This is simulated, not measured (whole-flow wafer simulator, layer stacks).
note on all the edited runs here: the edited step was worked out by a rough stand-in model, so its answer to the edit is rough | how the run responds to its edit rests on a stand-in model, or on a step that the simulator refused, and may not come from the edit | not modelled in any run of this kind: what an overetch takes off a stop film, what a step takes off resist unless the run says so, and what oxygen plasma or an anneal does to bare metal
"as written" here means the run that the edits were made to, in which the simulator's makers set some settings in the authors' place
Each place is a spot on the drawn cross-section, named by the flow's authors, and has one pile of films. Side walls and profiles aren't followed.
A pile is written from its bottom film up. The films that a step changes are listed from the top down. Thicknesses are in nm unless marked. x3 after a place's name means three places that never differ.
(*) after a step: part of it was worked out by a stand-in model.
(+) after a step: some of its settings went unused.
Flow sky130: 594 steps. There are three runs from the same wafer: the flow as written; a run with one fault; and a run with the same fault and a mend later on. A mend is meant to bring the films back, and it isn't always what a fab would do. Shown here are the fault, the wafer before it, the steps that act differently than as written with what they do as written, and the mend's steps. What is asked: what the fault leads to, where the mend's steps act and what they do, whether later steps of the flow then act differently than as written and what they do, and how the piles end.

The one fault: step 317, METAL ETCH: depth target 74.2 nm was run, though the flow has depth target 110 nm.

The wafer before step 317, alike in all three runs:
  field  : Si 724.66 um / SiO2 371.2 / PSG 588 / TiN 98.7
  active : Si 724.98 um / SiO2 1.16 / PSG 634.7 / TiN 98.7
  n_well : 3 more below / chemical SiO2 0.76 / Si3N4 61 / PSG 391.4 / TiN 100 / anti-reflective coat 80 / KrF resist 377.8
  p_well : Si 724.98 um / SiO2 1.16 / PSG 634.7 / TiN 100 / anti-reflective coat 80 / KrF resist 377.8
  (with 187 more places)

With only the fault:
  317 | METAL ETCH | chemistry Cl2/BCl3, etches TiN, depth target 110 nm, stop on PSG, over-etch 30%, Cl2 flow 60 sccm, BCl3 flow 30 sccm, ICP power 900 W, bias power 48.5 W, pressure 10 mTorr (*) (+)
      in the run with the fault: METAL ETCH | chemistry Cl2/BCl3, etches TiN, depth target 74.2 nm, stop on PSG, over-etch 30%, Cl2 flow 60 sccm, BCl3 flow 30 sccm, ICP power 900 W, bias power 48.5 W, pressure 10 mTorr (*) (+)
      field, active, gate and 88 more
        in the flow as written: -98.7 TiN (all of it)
        in the run with the fault: -74.2 TiN
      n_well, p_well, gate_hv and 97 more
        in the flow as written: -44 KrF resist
        in the run with the fault: -29.7 KrF resist
  Steps further on in the flow that do not act as written (not shown: 20 more steps that differ only slightly, by at most 2% or 0.5 nm, whichever is larger):
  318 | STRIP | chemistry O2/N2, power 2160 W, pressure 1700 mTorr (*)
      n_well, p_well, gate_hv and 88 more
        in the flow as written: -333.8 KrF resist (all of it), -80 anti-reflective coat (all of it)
        in the run with the fault: -348.1 KrF resist (all of it), -80 anti-reflective coat (all of it)
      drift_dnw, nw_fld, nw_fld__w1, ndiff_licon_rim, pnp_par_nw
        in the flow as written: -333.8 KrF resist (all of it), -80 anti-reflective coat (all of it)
        in the run with the fault: -348.2 KrF resist (all of it), -80 anti-reflective coat (all of it)
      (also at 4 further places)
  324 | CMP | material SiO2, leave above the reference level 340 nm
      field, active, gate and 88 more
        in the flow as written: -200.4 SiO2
        in the run with the fault: -224.5 SiO2
  By the end, the piles at field, active, gate and 90 more depart from the flow's by more than 2% or 0.5 nm, whichever is larger.
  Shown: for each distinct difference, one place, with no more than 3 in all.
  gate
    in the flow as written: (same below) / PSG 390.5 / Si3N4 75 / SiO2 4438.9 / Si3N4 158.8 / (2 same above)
    in the run with the fault: (same below) / PSG 390.5 / TiN 24 / Si3N4 75 / SiO2 4414.9 / Si3N4 158.8 / (2 same above)
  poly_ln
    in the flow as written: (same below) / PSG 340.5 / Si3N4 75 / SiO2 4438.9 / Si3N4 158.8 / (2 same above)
    in the run with the fault: (same below) / PSG 340.5 / TiN 24 / Si3N4 75 / SiO2 4414.9 / Si3N4 158.8 / (2 same above)
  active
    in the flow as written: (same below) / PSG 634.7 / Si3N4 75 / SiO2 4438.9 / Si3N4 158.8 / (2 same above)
    in the run with the fault: (same below) / PSG 634.7 / TiN 24 / Si3N4 75 / SiO2 4414.9 / Si3N4 158.8 / (2 same above)

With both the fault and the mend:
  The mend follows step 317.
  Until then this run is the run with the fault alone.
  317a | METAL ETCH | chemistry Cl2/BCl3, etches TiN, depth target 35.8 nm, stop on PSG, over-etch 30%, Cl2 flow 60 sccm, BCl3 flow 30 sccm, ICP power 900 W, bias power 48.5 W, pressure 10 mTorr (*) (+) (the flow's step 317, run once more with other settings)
      n_well, p_well, gate_hv and 97 more
        -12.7 KrF resist
      field, active, gate and 88 more
        -24.5 TiN (all of it)
  Later steps of the flow that are run all act as written at every place that is followed, up to a difference of at most 2% or 0.5 nm, whichever is larger.
  The piles end the same as the flow's at every place that both follow.
